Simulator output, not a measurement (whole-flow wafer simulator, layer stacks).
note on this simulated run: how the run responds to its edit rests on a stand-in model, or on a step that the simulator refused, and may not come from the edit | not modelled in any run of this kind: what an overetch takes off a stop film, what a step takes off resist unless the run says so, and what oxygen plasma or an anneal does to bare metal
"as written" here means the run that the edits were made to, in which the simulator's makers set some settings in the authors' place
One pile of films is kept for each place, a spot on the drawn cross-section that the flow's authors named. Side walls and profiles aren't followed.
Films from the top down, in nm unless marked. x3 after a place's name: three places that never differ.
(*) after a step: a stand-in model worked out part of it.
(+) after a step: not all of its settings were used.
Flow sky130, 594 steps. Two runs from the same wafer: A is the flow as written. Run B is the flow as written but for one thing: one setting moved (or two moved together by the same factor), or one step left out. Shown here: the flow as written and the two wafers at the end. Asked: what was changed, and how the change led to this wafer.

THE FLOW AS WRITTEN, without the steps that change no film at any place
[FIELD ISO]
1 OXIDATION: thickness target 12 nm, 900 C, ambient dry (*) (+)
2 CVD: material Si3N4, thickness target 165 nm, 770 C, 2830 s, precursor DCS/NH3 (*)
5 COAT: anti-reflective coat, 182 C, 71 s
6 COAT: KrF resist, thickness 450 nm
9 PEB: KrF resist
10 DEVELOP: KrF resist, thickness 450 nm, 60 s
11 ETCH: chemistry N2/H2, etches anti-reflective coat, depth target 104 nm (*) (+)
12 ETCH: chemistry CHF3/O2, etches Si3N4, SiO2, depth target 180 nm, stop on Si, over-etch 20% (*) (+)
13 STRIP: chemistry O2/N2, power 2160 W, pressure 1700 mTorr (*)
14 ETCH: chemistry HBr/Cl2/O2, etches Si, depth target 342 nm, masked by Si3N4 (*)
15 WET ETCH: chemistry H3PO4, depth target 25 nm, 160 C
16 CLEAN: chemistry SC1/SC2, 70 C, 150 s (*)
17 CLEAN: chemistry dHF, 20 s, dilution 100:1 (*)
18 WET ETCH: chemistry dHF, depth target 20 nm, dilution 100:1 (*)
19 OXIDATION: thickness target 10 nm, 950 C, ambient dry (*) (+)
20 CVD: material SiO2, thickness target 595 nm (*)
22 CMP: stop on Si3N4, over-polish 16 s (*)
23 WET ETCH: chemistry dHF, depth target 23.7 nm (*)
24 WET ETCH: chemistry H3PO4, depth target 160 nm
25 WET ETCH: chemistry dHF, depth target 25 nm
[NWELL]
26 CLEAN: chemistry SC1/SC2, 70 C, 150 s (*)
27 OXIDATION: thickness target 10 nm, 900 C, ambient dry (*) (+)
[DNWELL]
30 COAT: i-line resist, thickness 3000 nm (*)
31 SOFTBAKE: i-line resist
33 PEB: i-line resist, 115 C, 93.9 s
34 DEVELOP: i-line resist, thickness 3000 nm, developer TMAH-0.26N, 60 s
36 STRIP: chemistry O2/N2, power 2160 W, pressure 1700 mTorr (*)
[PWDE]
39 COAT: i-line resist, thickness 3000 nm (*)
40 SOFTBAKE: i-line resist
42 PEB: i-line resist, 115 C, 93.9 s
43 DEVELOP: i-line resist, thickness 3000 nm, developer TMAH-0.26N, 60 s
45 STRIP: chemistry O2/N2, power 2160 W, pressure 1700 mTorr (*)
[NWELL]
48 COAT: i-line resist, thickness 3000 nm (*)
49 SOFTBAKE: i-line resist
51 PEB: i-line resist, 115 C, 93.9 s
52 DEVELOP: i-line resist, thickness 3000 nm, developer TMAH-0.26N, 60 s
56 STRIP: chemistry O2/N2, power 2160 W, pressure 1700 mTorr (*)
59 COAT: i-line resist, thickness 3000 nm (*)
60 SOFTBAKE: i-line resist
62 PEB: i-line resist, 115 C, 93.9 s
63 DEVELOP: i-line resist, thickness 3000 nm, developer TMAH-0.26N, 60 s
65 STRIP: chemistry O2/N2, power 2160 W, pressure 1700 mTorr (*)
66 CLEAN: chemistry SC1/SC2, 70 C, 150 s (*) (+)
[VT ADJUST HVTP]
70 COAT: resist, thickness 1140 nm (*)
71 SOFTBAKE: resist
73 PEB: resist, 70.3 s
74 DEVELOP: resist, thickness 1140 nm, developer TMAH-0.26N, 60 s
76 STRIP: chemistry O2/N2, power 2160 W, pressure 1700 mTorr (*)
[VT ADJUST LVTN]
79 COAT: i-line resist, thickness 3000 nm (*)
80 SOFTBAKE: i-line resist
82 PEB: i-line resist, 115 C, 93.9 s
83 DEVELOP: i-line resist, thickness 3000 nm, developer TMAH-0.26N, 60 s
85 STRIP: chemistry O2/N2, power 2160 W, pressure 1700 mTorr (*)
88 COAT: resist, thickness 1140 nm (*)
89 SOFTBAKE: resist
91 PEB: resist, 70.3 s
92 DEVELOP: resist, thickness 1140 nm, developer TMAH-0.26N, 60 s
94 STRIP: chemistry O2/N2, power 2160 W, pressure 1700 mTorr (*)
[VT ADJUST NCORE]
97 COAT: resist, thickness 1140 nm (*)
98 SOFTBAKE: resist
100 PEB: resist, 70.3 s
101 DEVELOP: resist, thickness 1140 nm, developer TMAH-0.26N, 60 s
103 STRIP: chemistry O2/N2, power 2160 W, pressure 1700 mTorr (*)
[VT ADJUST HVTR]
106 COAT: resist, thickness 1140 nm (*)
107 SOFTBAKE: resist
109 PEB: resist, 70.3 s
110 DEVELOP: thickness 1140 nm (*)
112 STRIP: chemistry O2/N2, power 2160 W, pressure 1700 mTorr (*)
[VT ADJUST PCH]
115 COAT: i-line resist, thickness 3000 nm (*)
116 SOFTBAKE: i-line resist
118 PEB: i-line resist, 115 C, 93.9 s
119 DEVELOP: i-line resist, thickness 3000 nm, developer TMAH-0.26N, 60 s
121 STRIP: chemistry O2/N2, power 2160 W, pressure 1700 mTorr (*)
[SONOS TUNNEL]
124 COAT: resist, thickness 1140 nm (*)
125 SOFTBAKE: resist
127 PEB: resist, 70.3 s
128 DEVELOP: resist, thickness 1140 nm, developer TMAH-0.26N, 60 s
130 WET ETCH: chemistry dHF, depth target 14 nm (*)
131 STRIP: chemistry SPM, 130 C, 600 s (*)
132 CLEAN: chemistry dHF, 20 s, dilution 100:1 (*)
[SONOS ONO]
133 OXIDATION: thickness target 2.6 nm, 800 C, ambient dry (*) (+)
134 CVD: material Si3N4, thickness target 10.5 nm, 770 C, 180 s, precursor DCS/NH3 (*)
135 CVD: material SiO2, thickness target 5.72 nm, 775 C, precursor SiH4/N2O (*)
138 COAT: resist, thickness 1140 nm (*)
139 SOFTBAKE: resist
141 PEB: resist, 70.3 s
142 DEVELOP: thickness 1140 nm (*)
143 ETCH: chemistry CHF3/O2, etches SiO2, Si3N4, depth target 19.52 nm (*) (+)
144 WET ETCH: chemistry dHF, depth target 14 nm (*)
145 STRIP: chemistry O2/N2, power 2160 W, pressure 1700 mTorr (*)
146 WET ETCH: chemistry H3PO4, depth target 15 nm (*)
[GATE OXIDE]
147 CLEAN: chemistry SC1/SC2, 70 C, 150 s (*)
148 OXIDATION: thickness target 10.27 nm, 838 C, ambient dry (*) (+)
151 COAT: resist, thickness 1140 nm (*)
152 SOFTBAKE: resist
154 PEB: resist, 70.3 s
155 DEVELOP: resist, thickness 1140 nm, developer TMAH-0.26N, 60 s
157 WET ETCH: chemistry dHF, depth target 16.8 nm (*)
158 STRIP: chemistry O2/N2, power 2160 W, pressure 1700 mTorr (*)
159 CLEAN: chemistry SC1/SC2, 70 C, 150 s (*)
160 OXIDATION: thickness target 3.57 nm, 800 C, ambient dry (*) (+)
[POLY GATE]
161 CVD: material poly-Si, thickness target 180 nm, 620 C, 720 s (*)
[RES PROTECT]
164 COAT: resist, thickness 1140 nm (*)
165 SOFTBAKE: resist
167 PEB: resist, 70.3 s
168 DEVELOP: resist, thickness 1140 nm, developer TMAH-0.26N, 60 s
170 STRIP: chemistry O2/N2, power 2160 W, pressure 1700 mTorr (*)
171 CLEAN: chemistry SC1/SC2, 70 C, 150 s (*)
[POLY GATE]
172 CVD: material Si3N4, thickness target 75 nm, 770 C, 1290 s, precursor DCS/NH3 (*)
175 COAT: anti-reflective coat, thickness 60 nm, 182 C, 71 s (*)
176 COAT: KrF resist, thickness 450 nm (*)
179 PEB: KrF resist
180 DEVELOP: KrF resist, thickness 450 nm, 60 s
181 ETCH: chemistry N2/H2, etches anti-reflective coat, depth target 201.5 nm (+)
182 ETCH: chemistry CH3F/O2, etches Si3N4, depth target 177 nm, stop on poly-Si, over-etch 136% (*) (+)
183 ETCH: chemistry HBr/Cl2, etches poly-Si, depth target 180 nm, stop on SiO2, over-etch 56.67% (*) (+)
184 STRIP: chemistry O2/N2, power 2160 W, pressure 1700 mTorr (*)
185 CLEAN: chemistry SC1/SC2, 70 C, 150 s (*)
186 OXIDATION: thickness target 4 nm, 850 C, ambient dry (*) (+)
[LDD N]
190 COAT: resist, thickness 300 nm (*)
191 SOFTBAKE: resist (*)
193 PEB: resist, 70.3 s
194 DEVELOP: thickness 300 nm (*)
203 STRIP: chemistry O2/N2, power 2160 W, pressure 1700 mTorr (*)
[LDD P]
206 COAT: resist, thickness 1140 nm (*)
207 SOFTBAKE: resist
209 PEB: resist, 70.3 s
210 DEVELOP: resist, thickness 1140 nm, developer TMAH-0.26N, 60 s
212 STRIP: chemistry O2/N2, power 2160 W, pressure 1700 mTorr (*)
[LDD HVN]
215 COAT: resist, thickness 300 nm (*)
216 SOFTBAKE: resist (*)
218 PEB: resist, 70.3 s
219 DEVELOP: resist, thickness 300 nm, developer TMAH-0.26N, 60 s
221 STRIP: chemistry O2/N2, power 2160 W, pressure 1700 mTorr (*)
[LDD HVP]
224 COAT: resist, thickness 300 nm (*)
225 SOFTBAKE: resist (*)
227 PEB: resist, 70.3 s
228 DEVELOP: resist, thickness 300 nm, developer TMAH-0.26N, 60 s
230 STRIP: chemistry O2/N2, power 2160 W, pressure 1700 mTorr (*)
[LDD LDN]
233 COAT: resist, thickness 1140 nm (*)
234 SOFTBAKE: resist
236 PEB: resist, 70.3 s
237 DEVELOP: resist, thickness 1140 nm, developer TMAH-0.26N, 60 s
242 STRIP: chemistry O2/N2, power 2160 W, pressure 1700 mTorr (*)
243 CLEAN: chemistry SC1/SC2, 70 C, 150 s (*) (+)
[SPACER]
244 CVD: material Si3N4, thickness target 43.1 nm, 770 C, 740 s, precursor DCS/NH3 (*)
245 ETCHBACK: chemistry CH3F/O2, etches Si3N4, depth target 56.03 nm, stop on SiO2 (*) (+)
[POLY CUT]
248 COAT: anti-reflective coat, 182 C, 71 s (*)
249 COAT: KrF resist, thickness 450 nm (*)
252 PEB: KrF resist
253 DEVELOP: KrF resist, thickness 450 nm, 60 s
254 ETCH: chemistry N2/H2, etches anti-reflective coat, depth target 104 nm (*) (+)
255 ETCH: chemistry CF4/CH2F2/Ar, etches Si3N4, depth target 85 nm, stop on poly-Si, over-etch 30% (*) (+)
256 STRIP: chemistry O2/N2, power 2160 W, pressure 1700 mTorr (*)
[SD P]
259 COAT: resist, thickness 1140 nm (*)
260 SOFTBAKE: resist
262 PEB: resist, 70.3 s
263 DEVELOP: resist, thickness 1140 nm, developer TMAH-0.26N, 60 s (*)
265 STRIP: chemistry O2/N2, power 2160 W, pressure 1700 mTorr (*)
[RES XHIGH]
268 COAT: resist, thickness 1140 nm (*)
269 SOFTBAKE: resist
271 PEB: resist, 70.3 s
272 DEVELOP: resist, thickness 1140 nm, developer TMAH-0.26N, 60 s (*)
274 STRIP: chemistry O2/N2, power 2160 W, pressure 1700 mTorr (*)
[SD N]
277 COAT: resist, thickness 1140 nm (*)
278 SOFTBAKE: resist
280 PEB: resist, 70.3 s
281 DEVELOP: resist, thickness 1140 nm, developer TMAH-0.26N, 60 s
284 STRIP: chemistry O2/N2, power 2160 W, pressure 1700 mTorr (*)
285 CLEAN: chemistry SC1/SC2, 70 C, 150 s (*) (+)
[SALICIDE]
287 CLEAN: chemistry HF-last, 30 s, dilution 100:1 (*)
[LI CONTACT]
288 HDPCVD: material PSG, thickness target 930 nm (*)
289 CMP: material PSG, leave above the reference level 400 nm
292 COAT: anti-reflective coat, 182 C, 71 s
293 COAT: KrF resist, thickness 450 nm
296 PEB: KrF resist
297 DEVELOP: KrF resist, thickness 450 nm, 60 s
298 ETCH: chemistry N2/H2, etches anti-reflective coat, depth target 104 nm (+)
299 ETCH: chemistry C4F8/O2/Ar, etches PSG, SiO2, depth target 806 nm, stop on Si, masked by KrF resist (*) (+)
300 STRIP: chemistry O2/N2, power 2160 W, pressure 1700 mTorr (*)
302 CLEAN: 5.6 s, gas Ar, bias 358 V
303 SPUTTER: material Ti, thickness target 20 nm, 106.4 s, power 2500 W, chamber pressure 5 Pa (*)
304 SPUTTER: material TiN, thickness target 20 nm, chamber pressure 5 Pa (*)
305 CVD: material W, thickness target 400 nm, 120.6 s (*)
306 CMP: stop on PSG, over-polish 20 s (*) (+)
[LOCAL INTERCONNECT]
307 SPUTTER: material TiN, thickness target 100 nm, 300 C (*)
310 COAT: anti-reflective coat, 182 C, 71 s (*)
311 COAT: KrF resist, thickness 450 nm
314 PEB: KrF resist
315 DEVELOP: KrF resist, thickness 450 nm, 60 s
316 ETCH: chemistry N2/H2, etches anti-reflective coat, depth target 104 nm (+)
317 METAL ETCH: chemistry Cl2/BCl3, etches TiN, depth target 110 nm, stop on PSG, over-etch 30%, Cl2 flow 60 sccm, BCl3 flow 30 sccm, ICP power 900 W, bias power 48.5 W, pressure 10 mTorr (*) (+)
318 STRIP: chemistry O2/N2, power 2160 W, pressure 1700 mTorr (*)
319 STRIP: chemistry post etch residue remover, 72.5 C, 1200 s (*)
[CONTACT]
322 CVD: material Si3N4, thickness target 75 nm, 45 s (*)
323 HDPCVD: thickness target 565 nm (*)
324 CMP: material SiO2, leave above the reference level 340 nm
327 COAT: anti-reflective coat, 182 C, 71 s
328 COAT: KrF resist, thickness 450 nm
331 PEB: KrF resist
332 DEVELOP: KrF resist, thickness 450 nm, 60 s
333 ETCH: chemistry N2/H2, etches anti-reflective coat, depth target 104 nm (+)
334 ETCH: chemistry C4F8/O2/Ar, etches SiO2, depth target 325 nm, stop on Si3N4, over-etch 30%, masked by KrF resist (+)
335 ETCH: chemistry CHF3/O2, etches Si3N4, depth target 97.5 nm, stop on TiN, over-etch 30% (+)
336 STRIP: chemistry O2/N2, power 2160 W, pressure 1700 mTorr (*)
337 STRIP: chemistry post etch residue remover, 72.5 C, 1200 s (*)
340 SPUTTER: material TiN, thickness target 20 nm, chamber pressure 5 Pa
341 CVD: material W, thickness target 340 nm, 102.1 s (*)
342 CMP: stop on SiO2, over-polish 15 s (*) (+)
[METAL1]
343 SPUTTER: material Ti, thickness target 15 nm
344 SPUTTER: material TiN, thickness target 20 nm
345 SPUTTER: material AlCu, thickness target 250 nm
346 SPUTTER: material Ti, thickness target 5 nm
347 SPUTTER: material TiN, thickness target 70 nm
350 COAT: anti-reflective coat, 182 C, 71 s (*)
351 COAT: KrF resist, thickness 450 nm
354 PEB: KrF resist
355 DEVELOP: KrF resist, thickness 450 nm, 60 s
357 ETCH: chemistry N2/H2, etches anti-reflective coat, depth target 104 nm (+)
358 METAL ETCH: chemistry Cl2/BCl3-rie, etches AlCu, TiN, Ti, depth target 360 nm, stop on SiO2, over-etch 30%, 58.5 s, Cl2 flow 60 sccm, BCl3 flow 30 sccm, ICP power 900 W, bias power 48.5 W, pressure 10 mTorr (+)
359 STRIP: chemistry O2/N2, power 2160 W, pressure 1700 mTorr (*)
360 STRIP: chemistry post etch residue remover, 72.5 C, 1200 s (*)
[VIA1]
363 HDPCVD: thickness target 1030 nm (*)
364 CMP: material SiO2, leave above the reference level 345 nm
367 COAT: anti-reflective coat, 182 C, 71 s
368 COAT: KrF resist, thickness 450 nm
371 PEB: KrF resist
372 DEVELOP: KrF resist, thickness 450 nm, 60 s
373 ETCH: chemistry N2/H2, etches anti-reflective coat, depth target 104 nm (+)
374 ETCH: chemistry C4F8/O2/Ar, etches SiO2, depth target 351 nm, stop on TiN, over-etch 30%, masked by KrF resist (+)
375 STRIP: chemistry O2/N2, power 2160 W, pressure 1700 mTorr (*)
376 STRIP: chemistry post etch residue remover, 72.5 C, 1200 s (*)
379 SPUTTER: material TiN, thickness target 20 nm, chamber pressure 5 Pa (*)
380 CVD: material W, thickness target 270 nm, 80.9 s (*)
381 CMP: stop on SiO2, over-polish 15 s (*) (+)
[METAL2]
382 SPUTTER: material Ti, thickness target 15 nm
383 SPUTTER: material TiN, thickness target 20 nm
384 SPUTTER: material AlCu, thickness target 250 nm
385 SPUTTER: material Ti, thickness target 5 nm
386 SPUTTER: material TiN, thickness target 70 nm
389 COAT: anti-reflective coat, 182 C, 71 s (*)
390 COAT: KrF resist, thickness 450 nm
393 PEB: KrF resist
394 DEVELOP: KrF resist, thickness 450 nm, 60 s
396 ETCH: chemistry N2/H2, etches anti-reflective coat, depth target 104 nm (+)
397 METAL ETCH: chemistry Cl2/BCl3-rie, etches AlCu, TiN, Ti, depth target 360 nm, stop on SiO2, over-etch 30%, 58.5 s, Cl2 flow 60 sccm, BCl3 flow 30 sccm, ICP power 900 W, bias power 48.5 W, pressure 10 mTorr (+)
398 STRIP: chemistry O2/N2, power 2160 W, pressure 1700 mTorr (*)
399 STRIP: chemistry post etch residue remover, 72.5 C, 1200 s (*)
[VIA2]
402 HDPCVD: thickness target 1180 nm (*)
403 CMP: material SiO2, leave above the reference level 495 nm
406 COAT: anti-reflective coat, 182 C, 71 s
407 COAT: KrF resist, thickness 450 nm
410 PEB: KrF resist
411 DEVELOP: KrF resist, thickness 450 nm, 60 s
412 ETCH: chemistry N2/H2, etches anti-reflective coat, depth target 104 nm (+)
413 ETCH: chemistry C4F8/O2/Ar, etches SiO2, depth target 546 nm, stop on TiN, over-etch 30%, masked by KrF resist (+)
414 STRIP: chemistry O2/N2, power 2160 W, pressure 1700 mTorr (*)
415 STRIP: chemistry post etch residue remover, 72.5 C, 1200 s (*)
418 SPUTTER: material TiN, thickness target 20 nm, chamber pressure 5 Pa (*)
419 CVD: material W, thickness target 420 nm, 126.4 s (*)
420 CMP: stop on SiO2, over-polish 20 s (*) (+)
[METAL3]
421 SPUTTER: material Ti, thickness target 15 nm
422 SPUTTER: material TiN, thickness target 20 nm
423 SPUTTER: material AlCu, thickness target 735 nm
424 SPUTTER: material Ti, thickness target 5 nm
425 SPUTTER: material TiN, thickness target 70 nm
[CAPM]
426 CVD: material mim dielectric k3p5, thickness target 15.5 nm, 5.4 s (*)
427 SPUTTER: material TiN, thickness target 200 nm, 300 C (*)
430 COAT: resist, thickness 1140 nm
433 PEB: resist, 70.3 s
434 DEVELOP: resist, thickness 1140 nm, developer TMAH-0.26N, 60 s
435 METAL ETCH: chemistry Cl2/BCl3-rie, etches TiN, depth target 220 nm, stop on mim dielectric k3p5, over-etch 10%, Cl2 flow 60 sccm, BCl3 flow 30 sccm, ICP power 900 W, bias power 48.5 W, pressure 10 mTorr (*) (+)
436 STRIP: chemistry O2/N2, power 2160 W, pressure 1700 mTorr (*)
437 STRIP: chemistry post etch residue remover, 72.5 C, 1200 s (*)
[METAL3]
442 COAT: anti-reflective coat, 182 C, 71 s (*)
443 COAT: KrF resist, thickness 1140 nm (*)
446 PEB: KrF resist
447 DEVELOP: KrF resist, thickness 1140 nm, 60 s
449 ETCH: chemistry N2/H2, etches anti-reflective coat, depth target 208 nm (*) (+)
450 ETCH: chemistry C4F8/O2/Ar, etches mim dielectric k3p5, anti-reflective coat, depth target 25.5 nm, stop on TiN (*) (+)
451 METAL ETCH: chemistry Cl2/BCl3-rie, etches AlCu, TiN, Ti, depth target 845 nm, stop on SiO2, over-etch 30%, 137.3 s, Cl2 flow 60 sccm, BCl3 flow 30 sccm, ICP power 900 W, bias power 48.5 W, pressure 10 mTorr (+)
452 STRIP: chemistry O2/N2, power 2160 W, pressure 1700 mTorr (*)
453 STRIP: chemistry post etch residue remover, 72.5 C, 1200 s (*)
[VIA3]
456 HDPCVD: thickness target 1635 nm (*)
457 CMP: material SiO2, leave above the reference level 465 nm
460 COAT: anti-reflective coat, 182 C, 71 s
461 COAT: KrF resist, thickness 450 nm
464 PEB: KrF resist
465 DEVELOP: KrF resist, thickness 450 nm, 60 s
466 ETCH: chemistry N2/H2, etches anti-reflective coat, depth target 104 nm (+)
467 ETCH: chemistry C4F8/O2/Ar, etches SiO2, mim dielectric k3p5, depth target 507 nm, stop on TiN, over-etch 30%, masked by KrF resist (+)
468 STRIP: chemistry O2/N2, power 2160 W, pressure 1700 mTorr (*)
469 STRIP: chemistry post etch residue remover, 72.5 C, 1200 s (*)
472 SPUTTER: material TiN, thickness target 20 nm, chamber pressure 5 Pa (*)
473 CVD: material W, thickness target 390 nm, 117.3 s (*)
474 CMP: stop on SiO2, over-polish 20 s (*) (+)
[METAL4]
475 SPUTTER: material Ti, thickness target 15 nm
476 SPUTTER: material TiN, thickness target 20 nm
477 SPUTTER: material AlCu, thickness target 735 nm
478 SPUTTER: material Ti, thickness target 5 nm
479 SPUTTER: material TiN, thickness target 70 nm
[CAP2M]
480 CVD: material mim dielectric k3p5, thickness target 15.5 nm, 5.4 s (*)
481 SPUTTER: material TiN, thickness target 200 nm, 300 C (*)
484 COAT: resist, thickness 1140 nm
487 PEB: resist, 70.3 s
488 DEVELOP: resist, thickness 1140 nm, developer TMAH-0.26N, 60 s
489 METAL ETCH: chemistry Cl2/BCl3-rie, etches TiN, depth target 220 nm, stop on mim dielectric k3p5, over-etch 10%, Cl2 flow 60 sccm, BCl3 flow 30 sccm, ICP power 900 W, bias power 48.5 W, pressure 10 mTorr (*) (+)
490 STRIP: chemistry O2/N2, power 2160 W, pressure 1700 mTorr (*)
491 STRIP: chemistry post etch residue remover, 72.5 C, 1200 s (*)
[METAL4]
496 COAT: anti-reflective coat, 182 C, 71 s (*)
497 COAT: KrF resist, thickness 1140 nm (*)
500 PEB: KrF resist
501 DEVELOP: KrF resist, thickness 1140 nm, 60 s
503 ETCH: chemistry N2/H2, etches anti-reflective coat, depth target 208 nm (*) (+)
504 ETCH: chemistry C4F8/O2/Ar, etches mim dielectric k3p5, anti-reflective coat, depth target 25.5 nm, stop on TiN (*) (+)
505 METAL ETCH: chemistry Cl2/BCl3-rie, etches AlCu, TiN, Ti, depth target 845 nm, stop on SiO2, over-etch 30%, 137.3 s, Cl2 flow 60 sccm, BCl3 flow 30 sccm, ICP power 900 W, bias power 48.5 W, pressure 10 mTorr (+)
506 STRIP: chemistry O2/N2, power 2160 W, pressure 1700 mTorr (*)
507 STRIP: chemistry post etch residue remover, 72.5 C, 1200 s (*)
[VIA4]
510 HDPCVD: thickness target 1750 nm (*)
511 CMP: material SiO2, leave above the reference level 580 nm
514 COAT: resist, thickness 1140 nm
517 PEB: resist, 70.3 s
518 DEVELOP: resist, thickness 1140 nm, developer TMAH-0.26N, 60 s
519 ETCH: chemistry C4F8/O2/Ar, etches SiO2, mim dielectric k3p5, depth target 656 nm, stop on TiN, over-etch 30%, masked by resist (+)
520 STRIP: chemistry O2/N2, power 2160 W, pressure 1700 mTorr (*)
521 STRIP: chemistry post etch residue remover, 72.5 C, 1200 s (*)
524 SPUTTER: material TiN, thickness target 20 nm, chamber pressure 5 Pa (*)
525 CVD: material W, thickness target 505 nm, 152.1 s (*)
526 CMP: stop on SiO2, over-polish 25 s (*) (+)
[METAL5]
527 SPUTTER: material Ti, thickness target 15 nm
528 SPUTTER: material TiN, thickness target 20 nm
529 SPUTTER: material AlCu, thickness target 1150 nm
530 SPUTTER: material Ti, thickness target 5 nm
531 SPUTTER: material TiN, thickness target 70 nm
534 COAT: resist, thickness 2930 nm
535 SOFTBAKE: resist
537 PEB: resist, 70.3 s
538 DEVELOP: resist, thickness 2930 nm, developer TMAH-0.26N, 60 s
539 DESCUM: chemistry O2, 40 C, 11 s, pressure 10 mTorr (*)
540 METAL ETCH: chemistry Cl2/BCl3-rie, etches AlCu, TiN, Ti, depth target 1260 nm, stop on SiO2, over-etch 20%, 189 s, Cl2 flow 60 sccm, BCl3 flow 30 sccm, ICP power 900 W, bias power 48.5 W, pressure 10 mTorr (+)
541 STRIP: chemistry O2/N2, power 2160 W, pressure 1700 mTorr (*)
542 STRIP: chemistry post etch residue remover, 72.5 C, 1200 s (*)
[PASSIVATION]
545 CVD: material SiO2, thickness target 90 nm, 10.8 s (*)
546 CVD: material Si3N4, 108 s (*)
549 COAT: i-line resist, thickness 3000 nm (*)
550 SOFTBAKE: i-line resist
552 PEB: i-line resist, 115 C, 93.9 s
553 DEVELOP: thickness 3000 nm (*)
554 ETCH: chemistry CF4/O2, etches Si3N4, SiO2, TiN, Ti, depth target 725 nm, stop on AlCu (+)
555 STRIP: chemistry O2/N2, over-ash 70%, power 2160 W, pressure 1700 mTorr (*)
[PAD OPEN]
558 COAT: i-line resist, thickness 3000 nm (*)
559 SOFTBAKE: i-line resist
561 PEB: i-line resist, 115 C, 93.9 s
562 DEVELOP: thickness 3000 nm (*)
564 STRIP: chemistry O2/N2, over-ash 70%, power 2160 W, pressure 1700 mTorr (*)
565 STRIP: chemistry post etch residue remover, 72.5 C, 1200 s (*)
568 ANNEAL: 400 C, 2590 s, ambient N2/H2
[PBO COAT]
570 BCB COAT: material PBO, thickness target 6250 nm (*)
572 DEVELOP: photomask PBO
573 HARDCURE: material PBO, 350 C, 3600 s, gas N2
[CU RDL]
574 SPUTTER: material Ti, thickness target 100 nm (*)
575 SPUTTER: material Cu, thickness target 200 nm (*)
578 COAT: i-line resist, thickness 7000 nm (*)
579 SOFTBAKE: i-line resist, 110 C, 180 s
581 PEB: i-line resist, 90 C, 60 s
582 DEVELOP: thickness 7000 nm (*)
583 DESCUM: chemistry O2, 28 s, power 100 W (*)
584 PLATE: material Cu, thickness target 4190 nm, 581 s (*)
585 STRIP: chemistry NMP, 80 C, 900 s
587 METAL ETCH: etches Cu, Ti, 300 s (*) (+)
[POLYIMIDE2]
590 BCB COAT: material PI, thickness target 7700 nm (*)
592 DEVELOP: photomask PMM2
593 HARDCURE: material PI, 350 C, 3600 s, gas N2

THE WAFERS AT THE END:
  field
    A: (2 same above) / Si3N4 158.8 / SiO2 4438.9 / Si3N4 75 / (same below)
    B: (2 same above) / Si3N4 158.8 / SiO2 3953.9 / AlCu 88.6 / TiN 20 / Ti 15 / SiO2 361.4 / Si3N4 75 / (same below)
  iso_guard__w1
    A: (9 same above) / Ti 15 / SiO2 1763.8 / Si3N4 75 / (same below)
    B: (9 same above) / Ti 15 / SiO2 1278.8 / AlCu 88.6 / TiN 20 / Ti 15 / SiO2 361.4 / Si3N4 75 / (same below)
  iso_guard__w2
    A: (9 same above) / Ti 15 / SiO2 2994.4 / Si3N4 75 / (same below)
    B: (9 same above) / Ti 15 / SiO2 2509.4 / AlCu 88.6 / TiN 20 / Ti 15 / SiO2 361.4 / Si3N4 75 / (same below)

The cause: step 358, METAL ETCH: depth target 176.4 nm was run, where the flow has depth target 360 nm; step 358, METAL ETCH: 28.7 s was run, where the flow has 58.5 s.

How the change led to this, step by step:
  358 METAL ETCH: chemistry Cl2/BCl3-rie, etches AlCu, TiN, Ti, depth target 360 nm, stop on SiO2, over-etch 30%, 58.5 s, Cl2 flow 60 sccm, BCl3 flow 30 sccm, ICP power 900 W, bias power 48.5 W, pressure 10 mTorr (+)
      field, active, gate and 81 more: A TiN -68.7 (all of it), Ti -5 (all of it), AlCu -250 (all of it), TiN -20 (all of it), Ti -15 (all of it), SiO2 -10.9 | B TiN -68.7 (all of it), Ti -5 (all of it), AlCu -155.7
      n_well, p_well, gate_hv and 104 more: A KrF resist -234 | B KrF resist -114.7
  359 STRIP: chemistry O2/N2, power 2160 W, pressure 1700 mTorr (*)
      n_well, p_well, gate_hv and 100 more: A KrF resist -143.8 (all of it), anti-reflective coat -80 (all of it) | B KrF resist -263.2 (all of it), anti-reflective coat -80 (all of it)
      poly_licon, ndiff_licon, ndiff_licon_cpp, rpo_hd_licon: A KrF resist -143.9 (all of it), anti-reflective coat -80.5 (all of it) | B KrF resist -263.2 (all of it), anti-reflective coat -80.5 (all of it)
  360 STRIP: chemistry post etch residue remover, 72.5 C, 1200 s (*)
      field, active, gate and 81 more: A nothing | B AlCu -5.72
  363 HDPCVD: thickness target 1030 nm (*)
      field, active, gate and 81 more: A SiO2 +1030 | B SiO2 +1030 (new film)
  364 CMP: material SiO2, leave above the reference level 345 nm
      field, active, gate and 81 more: A SiO2 -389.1 | B SiO2 -523.6
Counting metal films that touch as one body, field has 1 body; the flow as written gives 0 bodies.
Counting metal films that touch as one body, iso_guard__w1 has 2 bodies (between them, from the top down: SiO2 1278.8); the flow as written gives 1 body.
Counting metal films that touch as one body, iso_guard__w2 has 2 bodies (between them, from the top down: SiO2 2509.4); the flow as written gives 1 body.
